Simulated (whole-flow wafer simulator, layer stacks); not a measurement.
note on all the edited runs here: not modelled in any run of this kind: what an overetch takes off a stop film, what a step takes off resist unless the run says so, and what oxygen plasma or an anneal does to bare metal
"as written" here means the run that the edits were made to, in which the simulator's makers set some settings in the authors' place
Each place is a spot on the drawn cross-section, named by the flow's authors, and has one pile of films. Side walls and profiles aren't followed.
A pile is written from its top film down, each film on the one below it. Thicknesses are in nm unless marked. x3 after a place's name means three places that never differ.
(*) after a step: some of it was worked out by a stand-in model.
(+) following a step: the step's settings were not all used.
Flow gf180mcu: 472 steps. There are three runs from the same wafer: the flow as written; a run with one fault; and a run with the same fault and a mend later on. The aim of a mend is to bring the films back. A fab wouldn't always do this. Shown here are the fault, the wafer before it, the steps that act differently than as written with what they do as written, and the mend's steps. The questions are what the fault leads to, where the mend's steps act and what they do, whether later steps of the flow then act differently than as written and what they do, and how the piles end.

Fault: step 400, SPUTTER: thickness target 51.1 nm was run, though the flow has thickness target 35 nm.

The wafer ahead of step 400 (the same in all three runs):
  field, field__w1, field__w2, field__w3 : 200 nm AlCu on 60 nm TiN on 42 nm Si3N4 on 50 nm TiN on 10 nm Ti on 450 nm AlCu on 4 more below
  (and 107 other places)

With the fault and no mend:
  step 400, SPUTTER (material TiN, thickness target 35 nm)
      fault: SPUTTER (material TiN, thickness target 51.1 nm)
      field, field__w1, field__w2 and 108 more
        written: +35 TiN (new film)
        fault: +51.1 TiN (new film)
  Later steps of the flow acting differently than as written (7 more steps, not shown, differ only slightly: by at most 2% or 0.5 nm, whichever is larger):
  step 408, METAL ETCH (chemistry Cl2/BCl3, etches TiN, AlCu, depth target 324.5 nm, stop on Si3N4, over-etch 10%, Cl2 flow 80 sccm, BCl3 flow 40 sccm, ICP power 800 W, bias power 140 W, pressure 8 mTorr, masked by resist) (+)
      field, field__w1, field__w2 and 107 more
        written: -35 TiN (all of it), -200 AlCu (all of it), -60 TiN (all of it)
        fault: -51.1 TiN (all of it), -200 AlCu (all of it), -60 TiN (all of it)
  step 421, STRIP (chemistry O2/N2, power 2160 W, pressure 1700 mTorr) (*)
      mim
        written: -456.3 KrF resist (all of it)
        fault: -444.3 KrF resist (all of it)
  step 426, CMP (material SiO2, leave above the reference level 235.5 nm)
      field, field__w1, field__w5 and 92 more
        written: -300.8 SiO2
        fault: -284.7 SiO2
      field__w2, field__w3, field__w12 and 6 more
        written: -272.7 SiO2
        fault: -256.6 SiO2
  By the end, the piles at mim depart from the flow's by more than 2% or 0.5 nm, whichever is larger.
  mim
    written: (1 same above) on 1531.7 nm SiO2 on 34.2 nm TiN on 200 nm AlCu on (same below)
    fault: (1 same above) on 1531.7 nm SiO2 on 50.3 nm TiN on 200 nm AlCu on (same below)

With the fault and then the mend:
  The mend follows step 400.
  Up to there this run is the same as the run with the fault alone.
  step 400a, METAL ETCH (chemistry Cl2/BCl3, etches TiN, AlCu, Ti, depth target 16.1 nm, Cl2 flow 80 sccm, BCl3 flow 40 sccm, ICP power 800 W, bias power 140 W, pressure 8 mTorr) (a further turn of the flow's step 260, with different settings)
      field, field__w1, field__w2 and 108 more
        -16.1 TiN
  None of the later steps of the flow acts differently than as written at any place that is followed.
  By the end, the piles equal the flow's at every place that both follow.
